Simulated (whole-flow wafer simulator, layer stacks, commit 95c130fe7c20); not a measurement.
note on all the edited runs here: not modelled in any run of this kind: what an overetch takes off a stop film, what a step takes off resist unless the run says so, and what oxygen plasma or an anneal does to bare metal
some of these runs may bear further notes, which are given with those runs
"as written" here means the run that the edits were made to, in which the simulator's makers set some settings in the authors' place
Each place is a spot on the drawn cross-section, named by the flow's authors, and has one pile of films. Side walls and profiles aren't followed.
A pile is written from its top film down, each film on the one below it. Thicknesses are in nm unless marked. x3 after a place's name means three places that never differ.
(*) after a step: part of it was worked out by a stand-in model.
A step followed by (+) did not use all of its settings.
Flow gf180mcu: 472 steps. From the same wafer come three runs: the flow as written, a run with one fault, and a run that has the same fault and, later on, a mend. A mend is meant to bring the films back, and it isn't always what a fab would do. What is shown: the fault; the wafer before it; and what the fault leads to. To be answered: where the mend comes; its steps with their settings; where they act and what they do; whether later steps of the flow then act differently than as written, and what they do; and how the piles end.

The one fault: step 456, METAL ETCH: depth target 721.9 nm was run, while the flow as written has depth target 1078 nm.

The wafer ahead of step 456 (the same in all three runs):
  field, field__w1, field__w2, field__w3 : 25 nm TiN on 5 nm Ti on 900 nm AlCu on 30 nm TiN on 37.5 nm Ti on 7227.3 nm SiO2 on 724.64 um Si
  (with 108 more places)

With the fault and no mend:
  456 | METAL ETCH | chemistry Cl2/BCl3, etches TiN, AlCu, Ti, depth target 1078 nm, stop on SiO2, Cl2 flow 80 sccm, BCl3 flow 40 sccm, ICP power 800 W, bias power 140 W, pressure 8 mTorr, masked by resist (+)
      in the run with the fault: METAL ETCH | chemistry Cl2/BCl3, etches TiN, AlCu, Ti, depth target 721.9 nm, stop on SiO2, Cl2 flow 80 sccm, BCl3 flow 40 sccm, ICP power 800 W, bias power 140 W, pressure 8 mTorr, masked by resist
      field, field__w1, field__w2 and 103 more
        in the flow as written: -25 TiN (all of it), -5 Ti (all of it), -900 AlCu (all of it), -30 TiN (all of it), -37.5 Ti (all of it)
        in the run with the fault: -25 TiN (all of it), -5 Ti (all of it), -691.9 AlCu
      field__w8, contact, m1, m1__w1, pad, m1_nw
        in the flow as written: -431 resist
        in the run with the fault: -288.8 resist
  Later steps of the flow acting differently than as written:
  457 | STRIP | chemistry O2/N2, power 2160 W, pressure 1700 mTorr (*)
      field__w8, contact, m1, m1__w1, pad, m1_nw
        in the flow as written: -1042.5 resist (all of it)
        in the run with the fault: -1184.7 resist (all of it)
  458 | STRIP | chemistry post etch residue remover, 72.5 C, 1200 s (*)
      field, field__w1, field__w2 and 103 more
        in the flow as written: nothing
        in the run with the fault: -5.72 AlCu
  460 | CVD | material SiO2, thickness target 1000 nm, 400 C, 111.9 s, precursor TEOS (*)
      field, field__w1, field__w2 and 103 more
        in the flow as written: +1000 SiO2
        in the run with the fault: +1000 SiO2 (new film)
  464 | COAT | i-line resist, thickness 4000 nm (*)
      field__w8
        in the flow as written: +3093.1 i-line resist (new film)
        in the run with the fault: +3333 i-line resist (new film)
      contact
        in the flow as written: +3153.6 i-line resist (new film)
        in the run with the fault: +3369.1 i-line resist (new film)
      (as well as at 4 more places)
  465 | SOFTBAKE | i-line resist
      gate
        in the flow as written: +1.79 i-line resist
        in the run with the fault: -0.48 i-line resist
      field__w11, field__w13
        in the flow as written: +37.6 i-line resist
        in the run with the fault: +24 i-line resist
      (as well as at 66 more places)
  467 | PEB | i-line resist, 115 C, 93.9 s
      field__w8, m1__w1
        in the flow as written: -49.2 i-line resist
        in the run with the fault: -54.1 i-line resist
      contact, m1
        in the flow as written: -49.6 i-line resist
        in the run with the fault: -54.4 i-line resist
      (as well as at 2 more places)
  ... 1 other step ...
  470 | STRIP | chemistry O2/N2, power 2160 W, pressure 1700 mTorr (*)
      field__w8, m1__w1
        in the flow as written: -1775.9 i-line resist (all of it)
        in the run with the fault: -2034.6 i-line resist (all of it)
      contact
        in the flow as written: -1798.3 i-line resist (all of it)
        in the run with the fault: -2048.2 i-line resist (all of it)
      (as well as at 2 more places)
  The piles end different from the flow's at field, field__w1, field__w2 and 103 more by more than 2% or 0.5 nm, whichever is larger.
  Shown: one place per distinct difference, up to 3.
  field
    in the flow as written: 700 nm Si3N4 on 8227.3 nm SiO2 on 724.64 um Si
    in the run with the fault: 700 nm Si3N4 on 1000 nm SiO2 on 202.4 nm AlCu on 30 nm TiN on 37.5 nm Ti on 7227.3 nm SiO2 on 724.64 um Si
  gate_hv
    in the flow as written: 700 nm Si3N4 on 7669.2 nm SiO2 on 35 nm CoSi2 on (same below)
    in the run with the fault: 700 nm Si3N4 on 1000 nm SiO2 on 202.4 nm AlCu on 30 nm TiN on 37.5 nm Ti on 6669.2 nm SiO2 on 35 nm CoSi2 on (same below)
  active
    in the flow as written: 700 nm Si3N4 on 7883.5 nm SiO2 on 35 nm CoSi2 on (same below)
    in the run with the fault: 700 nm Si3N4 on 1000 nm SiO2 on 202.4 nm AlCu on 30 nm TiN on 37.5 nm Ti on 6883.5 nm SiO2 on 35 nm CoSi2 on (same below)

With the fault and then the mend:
  After step 458 comes the mend.
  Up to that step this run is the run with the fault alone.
  458a | DEHYDRATE | 200 C, 60 s (the flow's step 449 again)
      leaves every film unchanged at each place that is followed
  458b | HMDS | 120 C, 60 s (the flow's step 450 again)
      leaves every film unchanged at each place that is followed
  458c | COAT | resist, thickness 1500 nm (*) (the flow's step 451 again)
      iso_ptap_pw, iso_ntap_nw, iso_nw_fld and 33 more
        +1500 resist (new film)
      field__w6, field_sub, field_sub__w1 and 11 more
        +1509.2 resist (new film)
      field__w1, active_nat, ld_gate_p, ld_acc_p, ld_fp_p, ld_drift_p, ld_drn_p
        +1509.3 resist (new film)
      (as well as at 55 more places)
  458d | SOFTBAKE | resist (the flow's step 452 again)
      field__w11, field_sub__w1
        -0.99 resist
      field
        -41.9 resist
      field__w1
        +14 resist
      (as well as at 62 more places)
  458e | EXPOSE | photomask MetalTop (the flow's step 453 again)
      leaves every film unchanged at each place that is followed
  458f | PEB | resist, 70.3 s (the flow's step 454 again)
      field__w2, field__w3, field__w5 and 42 more
        -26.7 resist
      iso_ptap_pw, iso_ntap_nw, iso_nw_fld and 33 more
        -26.5 resist
      p_well, sti, spacer, sd_n, mim_1p0, dice_street
        -26.6 resist
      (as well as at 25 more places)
  458g | DEVELOP | thickness 1500 nm, 60 s (the flow's step 455 again)
      iso_ptap_pw, iso_ntap_nw, iso_nw_fld and 33 more
        -1473.5 resist (all of it)
      p_well, sti, spacer, sd_n, mim_1p0, dice_street
        -1476.9 resist (all of it)
      field__w2, field__w3, field__w12, ld_gate_p, ppoly_sal
        -1482.2 resist (all of it)
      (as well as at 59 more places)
  458h | METAL ETCH | chemistry Cl2/BCl3, etches TiN, AlCu, Ti, depth target 355.6 nm, stop on SiO2, Cl2 flow 80 sccm, BCl3 flow 40 sccm, ICP power 800 W, bias power 140 W, pressure 8 mTorr, masked by resist (+) (the flow's step 456 again, with other settings)
      field, field__w1, field__w2 and 103 more
        -202.4 AlCu (all of it), -30 TiN (all of it), -37.5 Ti (all of it)
      field__w8, contact, m1, m1__w1, pad, m1_nw
        -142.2 resist
  458i | STRIP | chemistry O2/N2, power 2160 W, pressure 1700 mTorr (*) (the flow's step 457 again)
      field__w8
        -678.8 resist (all of it)
      contact
        -676.8 resist (all of it)
      m1
        -677.1 resist (all of it)
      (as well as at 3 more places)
  458j | STRIP | chemistry post etch residue remover, 72.5 C, 1200 s (*) (the flow's step 458 again)
      field__w8, contact, m1, m1__w1, pad, m1_nw
        -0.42 TiN
  Every later step of the flow that is run acts as written, at every place that is followed, to within 2% or 0.5 nm, whichever is larger.
  At the end the piles are close to the flow's at the places that both follow, differing by at most 2% or 0.5 nm, whichever is larger.
